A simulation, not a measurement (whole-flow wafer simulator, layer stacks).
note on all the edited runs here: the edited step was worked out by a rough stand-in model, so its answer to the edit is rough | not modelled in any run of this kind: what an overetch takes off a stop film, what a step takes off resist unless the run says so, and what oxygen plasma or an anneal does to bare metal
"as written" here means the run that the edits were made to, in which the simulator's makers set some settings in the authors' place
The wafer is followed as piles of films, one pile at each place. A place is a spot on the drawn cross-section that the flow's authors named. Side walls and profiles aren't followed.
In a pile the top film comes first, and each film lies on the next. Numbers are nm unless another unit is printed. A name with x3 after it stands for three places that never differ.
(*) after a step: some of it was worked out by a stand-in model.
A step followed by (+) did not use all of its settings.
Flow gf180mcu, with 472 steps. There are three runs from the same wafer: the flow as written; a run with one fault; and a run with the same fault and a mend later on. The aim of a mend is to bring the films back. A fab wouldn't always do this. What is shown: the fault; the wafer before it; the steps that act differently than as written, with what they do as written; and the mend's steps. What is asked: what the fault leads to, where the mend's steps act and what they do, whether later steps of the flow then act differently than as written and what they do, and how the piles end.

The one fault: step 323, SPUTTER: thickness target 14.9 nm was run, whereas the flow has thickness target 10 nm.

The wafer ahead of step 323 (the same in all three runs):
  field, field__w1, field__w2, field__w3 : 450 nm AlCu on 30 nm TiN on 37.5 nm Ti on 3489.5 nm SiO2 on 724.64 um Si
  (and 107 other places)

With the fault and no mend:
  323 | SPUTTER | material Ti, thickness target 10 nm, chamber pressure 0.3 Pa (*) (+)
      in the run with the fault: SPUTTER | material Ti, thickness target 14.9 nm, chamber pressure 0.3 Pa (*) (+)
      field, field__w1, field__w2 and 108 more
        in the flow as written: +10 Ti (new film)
        in the run with the fault: +14.9 Ti (new film)
  Steps later in the flow that act otherwise than as written (5 more steps, not shown, differ only slightly: by at most 2% or 0.5 nm, whichever is larger):
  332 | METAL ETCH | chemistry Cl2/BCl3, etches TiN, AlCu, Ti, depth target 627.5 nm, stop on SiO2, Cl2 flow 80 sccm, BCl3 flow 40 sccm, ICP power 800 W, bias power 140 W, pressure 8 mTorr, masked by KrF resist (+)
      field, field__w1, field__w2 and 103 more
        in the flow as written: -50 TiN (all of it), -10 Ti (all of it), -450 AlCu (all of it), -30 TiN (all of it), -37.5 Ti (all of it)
        in the run with the fault: -50 TiN (all of it), -14.9 Ti (all of it), -450 AlCu (all of it), -30 TiN (all of it), -37.5 Ti (all of it)
  The piles end different from the flow's at field__w8, contact, m1, m1__w1, m1_nw by more than 2% or 0.5 nm, whichever is larger.
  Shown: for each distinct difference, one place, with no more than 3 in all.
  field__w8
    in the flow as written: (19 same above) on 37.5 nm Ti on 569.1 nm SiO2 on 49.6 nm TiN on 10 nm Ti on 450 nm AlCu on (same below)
    in the run with the fault: (19 same above) on 37.5 nm Ti on 564.2 nm SiO2 on 49.6 nm TiN on 14.9 nm Ti on 450 nm AlCu on (same below)
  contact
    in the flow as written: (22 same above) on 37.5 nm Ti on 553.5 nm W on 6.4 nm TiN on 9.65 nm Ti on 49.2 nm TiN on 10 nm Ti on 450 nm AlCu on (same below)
    in the run with the fault: (22 same above) on 37.5 nm Ti on 548.6 nm W on 6.42 nm TiN on 9.68 nm Ti on 49.2 nm TiN on 14.9 nm Ti on 450 nm AlCu on (same below)

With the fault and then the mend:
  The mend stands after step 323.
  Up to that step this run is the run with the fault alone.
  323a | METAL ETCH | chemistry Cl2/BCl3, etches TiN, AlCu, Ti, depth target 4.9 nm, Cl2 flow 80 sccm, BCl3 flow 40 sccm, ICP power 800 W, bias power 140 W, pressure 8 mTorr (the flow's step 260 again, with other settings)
      field, field__w1, field__w2 and 108 more
        -4.9 Ti
  None of the later steps of the flow acts differently than as written at any place that is followed.
  At every place that both follow, the piles at the end match the flow's.
